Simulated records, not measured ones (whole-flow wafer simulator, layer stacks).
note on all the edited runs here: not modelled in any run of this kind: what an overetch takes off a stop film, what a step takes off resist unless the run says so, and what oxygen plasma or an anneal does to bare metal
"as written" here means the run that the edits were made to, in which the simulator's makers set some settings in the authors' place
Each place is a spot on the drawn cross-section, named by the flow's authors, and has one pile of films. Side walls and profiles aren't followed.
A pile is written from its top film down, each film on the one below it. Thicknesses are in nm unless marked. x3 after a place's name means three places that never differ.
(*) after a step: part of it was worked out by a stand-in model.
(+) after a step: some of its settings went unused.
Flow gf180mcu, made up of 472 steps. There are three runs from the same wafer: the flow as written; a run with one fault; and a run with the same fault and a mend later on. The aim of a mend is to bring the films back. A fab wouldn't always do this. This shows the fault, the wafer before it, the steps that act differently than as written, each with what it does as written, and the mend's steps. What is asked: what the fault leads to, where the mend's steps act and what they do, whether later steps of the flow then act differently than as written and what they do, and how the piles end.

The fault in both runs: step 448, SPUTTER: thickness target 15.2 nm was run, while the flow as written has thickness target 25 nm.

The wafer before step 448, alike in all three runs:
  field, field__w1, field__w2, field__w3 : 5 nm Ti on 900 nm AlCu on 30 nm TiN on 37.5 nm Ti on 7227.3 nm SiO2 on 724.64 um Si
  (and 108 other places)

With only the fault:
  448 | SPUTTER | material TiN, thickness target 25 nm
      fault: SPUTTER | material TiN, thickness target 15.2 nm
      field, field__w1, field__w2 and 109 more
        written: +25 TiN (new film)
        fault: +15.2 TiN (new film)
  Steps further on in the flow that do not act as written (5 other steps are not shown; they differ only slightly, by no more than 2% or 0.5 nm, whichever is larger):
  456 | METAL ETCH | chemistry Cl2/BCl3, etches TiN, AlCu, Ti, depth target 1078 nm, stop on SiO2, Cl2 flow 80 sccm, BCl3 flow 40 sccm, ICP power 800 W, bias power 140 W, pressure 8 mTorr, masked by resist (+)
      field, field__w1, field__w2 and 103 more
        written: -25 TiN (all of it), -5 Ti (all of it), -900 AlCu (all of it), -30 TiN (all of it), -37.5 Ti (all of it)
        fault: -15.2 TiN (all of it), -5 Ti (all of it), -900 AlCu (all of it), -30 TiN (all of it), -37.5 Ti (all of it)
  The piles end different from the flow's at field__w8, contact, m1, m1__w1, pad, m1_nw by more than 2% or 0.5 nm, whichever is larger.
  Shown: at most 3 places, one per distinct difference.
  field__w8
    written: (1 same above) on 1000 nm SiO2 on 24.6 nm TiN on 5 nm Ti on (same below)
    fault: (1 same above) on 1000 nm SiO2 on 14.8 nm TiN on 5 nm Ti on (same below)
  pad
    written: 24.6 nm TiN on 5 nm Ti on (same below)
    fault: 14.8 nm TiN on 5 nm Ti on (same below)

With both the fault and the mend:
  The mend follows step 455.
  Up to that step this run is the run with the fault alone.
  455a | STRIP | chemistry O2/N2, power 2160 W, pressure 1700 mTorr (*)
      field__w8, contact, m1, m1__w1, pad, m1_nw
        -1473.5 resist (all of it)
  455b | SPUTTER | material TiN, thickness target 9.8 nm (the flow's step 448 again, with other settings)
      field, field__w1, field__w2 and 109 more
        +9.8 TiN
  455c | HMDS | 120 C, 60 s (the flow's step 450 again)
      does not change any film at any place that is followed
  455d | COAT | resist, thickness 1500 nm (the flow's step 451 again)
      field, field__w1, field__w2 and 109 more
        +1500 resist (new film)
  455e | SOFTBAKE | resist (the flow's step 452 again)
      does not change any film at any place that is followed
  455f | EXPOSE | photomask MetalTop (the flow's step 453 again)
      does not change any film at any place that is followed
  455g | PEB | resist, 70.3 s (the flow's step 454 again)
      field, field__w1, field__w2 and 109 more
        -26.5 resist
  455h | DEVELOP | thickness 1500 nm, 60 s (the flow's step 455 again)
      field, field__w1, field__w2 and 103 more
        -1473.5 resist (all of it)
  Later steps of the flow that are run all act as written at every place that is followed.
  At every place that both follow, the piles at the end match the flow's.
